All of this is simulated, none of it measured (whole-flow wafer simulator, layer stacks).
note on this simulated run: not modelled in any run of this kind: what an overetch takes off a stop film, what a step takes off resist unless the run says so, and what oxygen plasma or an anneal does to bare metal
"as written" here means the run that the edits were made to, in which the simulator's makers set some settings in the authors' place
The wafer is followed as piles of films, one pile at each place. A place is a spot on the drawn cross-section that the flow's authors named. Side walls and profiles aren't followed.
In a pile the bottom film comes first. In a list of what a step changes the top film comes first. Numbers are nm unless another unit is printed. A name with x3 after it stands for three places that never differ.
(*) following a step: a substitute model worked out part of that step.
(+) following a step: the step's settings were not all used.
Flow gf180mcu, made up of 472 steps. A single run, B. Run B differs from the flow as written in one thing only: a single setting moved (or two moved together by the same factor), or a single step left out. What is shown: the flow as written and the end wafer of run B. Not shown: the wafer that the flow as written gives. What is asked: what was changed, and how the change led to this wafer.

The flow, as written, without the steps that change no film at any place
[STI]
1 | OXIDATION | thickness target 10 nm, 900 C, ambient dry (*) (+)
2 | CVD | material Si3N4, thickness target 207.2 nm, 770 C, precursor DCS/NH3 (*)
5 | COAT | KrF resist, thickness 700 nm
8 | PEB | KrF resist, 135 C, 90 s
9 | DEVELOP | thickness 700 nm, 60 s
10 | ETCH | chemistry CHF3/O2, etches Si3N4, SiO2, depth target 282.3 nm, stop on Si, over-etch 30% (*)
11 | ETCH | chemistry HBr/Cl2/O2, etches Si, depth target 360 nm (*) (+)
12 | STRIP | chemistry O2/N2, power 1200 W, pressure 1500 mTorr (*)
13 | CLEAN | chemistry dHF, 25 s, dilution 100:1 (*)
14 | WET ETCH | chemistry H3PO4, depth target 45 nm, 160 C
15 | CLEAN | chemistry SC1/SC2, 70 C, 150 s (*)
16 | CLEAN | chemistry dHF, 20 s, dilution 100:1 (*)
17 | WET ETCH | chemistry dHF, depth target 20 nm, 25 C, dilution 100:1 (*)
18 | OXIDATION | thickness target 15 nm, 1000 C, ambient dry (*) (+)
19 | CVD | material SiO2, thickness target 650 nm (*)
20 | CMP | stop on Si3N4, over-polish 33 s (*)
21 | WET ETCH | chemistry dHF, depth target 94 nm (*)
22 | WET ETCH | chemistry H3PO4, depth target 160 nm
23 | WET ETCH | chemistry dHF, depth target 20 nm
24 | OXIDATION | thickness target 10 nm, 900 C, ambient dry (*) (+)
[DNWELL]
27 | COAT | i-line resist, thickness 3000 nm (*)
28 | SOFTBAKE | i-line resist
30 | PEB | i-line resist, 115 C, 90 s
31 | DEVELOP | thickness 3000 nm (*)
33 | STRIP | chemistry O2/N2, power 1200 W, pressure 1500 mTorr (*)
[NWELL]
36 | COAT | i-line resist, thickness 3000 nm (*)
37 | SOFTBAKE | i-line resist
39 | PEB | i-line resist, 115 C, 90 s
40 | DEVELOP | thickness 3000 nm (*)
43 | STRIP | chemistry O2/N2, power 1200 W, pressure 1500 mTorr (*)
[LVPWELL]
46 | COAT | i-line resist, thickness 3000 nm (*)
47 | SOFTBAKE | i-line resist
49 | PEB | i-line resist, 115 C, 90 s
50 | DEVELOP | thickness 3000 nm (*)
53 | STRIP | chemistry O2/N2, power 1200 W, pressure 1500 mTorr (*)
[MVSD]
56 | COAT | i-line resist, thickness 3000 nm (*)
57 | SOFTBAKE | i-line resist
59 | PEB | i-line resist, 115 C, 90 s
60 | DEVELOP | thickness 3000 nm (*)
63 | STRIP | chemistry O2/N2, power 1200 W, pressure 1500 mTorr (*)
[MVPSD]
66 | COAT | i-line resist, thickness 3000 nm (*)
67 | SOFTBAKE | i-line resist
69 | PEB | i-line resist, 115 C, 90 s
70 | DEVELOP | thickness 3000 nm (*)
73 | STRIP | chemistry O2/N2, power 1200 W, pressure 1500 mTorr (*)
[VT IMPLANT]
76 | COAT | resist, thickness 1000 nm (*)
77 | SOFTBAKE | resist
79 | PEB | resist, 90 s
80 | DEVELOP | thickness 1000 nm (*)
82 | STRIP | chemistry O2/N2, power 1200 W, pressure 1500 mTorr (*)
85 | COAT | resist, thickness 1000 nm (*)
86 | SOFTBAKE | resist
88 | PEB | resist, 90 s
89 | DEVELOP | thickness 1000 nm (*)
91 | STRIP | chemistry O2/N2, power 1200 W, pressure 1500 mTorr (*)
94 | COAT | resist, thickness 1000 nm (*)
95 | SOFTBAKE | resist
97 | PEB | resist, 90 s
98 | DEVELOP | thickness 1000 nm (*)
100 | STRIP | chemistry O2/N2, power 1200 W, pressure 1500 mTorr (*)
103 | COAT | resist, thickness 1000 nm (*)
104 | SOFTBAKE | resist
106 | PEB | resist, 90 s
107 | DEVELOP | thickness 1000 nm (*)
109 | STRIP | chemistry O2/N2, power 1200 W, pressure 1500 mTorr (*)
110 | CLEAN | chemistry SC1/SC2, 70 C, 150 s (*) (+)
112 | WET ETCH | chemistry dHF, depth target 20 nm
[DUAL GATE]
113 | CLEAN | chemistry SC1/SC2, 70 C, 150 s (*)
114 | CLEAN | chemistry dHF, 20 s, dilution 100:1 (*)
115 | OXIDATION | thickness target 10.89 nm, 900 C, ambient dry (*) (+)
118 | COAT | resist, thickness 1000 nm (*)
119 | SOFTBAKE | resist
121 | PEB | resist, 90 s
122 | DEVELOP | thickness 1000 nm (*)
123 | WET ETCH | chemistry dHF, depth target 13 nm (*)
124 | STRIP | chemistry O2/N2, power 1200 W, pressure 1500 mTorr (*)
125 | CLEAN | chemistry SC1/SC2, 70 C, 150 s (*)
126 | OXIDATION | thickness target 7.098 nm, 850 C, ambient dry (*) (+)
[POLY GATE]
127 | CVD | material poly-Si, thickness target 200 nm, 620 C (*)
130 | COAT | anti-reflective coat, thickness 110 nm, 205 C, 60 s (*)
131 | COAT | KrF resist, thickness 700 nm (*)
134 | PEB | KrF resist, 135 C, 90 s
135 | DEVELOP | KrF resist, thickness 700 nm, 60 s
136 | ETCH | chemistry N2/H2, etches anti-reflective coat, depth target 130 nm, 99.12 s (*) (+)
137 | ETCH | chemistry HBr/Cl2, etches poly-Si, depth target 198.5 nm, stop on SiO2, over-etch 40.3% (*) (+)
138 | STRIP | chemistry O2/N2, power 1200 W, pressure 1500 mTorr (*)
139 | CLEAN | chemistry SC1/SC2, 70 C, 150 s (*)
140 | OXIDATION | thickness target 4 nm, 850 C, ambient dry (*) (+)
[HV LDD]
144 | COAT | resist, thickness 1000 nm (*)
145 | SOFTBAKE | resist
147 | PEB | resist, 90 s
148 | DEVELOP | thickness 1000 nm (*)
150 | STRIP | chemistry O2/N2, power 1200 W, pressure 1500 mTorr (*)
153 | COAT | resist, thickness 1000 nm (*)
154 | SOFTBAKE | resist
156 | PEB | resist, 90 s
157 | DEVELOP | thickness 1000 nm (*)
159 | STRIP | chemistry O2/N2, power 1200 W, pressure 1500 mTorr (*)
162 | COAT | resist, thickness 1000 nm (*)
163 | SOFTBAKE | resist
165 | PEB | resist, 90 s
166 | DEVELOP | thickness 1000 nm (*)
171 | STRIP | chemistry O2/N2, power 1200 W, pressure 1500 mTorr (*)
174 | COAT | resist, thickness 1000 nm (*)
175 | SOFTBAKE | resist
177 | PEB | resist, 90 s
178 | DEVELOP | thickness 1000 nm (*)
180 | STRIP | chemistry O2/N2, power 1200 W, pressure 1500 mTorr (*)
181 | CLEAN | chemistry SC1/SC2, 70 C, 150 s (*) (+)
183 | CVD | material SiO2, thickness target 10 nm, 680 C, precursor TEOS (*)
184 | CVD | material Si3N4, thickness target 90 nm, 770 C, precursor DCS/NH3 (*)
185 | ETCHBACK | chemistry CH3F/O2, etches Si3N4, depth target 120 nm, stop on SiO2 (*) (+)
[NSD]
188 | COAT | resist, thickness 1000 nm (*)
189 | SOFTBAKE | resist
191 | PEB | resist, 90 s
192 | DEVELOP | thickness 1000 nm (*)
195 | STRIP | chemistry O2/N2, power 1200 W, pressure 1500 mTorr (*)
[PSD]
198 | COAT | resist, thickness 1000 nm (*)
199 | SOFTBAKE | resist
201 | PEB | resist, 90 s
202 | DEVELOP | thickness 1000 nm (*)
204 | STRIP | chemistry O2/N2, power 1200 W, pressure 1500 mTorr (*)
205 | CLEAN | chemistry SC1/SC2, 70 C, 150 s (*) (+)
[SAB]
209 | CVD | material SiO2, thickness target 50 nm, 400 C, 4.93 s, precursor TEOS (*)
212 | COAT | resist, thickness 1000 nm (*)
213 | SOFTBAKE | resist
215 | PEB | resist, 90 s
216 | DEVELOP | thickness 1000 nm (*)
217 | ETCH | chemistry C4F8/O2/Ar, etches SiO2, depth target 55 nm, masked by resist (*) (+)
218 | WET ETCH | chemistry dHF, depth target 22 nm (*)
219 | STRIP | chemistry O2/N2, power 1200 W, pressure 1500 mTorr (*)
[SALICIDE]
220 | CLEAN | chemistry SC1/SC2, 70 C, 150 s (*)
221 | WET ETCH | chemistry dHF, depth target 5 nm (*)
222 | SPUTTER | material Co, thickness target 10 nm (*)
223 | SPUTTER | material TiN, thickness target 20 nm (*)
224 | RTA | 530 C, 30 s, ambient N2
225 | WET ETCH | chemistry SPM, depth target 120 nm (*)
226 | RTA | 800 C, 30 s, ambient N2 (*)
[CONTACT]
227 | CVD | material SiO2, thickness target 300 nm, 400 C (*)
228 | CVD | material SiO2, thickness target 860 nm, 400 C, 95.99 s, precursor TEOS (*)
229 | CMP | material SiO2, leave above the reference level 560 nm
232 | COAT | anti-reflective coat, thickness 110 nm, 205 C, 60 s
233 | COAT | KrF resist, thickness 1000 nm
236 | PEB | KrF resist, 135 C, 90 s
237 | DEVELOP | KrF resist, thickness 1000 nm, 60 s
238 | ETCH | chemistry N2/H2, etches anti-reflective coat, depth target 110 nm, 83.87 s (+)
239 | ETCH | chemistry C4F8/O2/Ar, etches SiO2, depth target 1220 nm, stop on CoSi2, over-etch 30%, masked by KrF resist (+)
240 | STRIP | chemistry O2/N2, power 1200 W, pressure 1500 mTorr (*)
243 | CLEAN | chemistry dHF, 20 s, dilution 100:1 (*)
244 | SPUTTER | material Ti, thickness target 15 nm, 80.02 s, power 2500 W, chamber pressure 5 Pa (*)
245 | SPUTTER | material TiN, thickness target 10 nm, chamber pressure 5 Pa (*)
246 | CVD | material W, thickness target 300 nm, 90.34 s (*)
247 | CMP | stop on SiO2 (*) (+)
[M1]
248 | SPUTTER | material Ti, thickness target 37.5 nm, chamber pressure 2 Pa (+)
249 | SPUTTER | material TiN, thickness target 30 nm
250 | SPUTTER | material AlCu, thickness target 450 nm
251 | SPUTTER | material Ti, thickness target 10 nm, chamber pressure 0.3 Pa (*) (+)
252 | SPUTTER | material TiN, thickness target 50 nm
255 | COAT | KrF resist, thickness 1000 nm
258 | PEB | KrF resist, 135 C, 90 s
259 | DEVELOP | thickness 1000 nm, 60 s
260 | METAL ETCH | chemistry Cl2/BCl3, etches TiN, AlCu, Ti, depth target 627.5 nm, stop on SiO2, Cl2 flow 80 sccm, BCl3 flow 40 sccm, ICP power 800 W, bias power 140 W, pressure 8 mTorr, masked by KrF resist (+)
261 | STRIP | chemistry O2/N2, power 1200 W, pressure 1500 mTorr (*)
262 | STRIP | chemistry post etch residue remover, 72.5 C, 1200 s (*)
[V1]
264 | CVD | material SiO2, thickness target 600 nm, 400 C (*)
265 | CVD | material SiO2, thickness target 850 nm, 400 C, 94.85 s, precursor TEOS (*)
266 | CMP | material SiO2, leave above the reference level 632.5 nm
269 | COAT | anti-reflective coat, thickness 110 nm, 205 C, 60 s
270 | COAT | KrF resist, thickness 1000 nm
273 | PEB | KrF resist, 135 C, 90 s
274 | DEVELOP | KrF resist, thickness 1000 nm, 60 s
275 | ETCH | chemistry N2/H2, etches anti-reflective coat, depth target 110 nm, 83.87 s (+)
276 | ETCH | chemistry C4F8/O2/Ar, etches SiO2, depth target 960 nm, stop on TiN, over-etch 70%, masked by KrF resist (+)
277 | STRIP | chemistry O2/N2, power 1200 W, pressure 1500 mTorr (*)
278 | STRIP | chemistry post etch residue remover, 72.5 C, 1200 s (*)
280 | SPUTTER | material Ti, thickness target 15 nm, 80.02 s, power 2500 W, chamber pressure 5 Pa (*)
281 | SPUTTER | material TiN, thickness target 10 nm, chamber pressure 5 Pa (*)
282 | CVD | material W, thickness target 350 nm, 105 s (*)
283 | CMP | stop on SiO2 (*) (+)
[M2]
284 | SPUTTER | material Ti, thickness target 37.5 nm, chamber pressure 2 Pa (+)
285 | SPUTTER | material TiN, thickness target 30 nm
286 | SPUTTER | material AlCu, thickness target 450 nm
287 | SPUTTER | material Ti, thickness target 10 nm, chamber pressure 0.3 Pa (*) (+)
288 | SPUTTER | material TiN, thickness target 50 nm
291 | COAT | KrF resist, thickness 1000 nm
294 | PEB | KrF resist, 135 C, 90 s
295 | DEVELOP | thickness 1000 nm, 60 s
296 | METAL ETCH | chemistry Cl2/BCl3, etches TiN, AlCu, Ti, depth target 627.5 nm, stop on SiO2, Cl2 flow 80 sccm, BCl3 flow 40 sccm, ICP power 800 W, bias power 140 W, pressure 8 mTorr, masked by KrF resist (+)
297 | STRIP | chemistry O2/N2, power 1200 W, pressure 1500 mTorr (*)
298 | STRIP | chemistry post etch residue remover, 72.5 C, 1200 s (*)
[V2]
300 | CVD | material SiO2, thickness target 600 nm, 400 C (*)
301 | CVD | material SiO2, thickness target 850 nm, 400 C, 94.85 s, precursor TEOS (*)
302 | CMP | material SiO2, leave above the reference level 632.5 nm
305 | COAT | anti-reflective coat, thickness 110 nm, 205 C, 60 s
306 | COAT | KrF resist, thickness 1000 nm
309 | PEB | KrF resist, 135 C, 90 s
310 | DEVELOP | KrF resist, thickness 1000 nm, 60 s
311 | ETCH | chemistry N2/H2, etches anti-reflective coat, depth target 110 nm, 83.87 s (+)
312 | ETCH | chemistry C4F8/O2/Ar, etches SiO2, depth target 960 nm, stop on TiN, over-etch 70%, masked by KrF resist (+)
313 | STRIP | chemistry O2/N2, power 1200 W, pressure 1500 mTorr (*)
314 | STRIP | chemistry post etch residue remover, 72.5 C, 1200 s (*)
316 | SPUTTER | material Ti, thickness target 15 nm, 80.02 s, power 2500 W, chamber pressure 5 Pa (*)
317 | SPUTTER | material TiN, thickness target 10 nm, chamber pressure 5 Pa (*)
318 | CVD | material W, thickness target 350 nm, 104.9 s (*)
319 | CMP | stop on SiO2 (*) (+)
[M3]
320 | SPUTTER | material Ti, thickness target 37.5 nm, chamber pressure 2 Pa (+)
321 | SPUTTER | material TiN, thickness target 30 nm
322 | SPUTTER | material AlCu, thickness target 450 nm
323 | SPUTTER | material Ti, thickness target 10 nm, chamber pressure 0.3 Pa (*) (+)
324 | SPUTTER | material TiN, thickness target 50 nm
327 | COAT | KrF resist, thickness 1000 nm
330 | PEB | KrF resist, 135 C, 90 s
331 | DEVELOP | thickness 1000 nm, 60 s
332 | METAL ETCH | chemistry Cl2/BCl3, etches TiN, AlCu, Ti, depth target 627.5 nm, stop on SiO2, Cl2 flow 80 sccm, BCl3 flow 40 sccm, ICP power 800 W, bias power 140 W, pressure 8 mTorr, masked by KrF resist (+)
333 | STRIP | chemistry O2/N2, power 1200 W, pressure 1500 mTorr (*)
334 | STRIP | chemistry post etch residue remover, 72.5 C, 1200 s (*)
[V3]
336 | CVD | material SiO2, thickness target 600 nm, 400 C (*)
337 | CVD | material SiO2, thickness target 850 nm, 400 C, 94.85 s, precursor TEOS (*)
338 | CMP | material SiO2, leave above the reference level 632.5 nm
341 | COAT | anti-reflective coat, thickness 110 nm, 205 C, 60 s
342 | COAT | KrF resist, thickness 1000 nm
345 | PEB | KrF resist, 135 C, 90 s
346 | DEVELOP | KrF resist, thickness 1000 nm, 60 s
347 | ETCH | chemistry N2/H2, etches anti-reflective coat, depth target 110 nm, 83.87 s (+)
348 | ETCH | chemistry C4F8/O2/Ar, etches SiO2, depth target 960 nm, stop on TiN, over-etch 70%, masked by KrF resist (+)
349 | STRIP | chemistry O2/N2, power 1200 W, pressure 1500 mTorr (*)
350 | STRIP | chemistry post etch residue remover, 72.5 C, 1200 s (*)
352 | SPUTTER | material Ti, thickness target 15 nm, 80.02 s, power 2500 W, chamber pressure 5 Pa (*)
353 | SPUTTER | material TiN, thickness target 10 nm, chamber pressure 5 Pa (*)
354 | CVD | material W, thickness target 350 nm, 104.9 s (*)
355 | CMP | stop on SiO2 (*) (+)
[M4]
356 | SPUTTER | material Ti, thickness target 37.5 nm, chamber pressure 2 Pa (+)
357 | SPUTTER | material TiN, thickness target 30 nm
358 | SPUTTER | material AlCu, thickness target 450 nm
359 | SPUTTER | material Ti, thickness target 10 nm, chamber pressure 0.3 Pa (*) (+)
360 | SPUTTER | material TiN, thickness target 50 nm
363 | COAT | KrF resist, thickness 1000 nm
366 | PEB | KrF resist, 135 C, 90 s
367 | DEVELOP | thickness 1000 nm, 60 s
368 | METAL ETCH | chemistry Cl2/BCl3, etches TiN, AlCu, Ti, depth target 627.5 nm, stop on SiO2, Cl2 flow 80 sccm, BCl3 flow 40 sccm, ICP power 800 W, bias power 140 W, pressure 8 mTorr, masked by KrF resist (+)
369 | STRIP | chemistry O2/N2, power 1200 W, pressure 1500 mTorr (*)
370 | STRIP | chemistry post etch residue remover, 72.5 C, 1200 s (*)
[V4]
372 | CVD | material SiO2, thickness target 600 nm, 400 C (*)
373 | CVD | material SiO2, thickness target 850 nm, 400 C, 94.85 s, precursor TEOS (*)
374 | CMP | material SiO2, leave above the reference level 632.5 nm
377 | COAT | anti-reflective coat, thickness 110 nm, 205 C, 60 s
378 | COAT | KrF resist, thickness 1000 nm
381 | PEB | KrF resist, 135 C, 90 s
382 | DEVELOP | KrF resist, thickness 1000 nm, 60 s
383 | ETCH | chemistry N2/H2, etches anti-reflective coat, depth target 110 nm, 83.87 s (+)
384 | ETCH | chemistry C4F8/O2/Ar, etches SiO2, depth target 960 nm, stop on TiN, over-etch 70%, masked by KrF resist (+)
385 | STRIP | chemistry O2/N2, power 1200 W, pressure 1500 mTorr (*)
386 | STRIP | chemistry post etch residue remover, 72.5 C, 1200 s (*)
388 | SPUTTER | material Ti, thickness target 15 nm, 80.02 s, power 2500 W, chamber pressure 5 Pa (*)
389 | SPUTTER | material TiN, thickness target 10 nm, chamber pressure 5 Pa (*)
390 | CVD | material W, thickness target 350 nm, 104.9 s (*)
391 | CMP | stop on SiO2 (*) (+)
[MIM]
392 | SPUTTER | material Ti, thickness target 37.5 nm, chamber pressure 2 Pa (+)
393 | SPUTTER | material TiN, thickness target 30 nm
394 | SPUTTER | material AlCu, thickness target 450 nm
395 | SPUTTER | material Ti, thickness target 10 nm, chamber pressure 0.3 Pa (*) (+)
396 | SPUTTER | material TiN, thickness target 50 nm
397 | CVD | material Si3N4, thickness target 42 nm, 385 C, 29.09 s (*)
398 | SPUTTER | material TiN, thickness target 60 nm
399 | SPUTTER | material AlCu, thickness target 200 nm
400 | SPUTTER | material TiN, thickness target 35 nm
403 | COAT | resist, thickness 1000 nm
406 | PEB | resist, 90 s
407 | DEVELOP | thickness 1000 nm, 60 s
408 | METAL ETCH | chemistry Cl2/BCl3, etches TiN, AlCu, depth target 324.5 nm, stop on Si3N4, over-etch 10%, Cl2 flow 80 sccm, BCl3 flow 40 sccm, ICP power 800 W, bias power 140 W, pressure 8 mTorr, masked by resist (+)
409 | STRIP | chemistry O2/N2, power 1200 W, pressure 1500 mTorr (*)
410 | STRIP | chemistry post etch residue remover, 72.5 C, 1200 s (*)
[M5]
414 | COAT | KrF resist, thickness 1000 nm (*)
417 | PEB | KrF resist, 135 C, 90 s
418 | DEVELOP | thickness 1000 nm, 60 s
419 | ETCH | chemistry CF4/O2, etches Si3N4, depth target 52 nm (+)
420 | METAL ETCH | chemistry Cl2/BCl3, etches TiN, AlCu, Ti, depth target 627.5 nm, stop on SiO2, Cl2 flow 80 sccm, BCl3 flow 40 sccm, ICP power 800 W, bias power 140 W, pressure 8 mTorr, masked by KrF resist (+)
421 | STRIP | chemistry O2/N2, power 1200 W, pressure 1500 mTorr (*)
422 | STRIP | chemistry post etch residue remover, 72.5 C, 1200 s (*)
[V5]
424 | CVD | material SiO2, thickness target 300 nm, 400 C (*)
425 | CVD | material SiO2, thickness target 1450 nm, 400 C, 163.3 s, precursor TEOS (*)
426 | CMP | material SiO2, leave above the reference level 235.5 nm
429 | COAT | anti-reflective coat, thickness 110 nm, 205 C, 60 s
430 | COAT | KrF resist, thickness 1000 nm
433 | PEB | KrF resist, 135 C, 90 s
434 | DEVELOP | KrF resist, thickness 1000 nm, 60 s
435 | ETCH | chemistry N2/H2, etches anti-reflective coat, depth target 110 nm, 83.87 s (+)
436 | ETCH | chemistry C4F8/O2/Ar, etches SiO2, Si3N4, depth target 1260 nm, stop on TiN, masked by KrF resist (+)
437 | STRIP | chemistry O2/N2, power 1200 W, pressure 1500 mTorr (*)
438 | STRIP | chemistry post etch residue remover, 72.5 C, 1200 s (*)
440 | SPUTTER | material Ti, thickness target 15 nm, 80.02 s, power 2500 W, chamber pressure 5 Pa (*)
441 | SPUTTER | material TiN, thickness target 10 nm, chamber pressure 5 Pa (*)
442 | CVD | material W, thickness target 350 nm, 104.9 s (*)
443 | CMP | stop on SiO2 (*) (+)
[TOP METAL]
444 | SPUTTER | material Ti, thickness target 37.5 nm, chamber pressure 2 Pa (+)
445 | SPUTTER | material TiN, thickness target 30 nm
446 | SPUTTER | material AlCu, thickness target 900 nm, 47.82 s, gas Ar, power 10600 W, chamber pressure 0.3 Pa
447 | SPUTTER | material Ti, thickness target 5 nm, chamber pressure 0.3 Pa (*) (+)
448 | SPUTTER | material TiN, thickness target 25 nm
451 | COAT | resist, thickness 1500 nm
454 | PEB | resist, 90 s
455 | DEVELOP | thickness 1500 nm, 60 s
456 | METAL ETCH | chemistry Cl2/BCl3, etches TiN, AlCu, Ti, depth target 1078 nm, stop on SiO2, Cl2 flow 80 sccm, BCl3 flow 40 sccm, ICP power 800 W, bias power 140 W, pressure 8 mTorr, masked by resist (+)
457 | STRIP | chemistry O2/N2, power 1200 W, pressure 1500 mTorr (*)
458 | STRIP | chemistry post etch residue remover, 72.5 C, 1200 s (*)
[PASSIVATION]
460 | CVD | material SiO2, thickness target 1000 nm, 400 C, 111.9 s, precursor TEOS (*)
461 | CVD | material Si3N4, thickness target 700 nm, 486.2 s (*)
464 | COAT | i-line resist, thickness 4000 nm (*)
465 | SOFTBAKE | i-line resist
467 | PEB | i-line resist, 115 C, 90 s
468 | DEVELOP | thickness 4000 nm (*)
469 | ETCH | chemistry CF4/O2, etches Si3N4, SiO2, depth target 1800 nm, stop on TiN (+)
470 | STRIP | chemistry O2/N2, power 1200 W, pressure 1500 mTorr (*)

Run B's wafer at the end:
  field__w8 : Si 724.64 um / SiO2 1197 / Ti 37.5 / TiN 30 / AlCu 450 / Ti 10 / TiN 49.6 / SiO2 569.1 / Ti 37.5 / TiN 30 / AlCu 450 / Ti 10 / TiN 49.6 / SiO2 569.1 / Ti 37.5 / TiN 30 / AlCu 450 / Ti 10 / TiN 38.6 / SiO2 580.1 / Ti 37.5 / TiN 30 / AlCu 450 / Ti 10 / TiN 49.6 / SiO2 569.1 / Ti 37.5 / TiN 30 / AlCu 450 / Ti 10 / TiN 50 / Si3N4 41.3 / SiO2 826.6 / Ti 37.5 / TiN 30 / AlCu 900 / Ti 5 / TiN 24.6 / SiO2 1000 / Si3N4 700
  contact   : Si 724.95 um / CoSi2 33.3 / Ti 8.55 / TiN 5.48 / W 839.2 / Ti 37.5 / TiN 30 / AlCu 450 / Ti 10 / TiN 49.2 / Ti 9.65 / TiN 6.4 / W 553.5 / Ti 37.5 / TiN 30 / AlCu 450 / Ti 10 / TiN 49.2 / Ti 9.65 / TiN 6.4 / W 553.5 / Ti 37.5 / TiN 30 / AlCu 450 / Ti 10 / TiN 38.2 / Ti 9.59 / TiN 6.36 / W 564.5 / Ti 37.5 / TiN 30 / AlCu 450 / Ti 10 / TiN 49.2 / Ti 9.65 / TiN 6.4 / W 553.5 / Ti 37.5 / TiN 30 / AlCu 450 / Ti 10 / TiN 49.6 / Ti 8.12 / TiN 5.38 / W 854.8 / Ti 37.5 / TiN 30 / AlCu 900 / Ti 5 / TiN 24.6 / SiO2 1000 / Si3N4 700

What caused this: step 324, SPUTTER: thickness target 39.06 nm was run, while the flow as written has thickness target 50 nm.

Step by step, how the change led to this:
  324 | SPUTTER | material TiN, thickness target 50 nm
      field, field__w1, field__w2 and 108 more: TiN gains 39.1 (new film) (as written it would have been: TiN gains 50 (new film))
  332 | METAL ETCH | chemistry Cl2/BCl3, etches TiN, AlCu, Ti, depth target 627.5 nm, stop on SiO2, Cl2 flow 80 sccm, BCl3 flow 40 sccm, ICP power 800 W, bias power 140 W, pressure 8 mTorr, masked by KrF resist (+)
      field, field__w1, field__w2 and 103 more: TiN loses 39.1 (all of it), Ti loses 10 (all of it), AlCu loses 450 (all of it), TiN loses 30 (all of it), Ti loses 37.5 (all of it) (as written it would have been: TiN loses 50 (all of it), Ti loses 10 (all of it), AlCu loses 450 (all of it), TiN loses 30 (all of it), Ti loses 37.5 (all of it))
